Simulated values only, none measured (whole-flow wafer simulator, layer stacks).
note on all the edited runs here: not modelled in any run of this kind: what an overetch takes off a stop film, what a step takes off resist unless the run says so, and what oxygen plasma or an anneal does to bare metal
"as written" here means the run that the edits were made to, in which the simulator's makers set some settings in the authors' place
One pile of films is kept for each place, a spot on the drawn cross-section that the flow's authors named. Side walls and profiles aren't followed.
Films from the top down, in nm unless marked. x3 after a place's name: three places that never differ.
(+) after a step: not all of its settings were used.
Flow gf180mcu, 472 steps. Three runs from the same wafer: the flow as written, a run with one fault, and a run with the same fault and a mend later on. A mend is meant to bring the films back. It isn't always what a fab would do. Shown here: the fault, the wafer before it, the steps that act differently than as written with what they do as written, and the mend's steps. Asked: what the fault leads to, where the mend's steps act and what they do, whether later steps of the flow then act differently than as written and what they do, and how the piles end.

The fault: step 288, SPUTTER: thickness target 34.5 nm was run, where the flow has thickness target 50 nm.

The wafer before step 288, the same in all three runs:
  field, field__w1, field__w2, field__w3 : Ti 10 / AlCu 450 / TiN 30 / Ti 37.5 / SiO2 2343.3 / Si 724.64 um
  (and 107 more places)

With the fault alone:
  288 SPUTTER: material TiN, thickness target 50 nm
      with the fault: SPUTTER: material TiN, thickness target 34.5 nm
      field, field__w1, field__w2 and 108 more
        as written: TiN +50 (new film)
        with the fault: TiN +34.5 (new film)
  Later steps of the flow that act differently than as written (4 more steps differ only slightly, by at most 2% or 0.5 nm, whichever is larger, and aren't shown):
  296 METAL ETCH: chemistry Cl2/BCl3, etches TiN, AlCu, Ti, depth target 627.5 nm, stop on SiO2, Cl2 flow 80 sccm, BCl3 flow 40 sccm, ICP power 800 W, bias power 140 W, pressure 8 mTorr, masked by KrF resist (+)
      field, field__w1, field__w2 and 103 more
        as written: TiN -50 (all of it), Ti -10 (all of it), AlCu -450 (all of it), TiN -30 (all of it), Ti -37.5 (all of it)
        with the fault: TiN -34.5 (all of it), Ti -10 (all of it), AlCu -450 (all of it), TiN -30 (all of it), Ti -37.5 (all of it)
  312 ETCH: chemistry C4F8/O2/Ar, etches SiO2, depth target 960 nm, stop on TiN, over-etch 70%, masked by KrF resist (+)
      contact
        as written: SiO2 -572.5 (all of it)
        with the fault: SiO2 -588 (all of it)
  At the end the piles differ from the flow's by more than 2% or 0.5 nm, whichever is larger, at field__w8, contact, m1, m1__w1, m1_nw.
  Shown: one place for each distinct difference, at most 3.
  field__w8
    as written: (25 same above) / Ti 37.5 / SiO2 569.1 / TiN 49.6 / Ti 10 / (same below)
    with the fault: (25 same above) / Ti 37.5 / SiO2 584.6 / TiN 34.1 / Ti 10 / (same below)
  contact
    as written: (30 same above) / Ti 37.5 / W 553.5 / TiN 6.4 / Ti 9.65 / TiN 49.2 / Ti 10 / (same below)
    with the fault: (30 same above) / Ti 37.5 / W 569.1 / TiN 6.35 / Ti 9.57 / TiN 33.7 / Ti 10 / (same below)

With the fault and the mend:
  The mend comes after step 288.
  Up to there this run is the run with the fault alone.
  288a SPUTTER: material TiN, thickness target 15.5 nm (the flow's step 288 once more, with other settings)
      field, field__w1, field__w2 and 108 more
        TiN +15.5
  No later step of the flow acts differently than as written at any place that is followed.
  At the end the piles are the same as the flow's at every place that both follow.
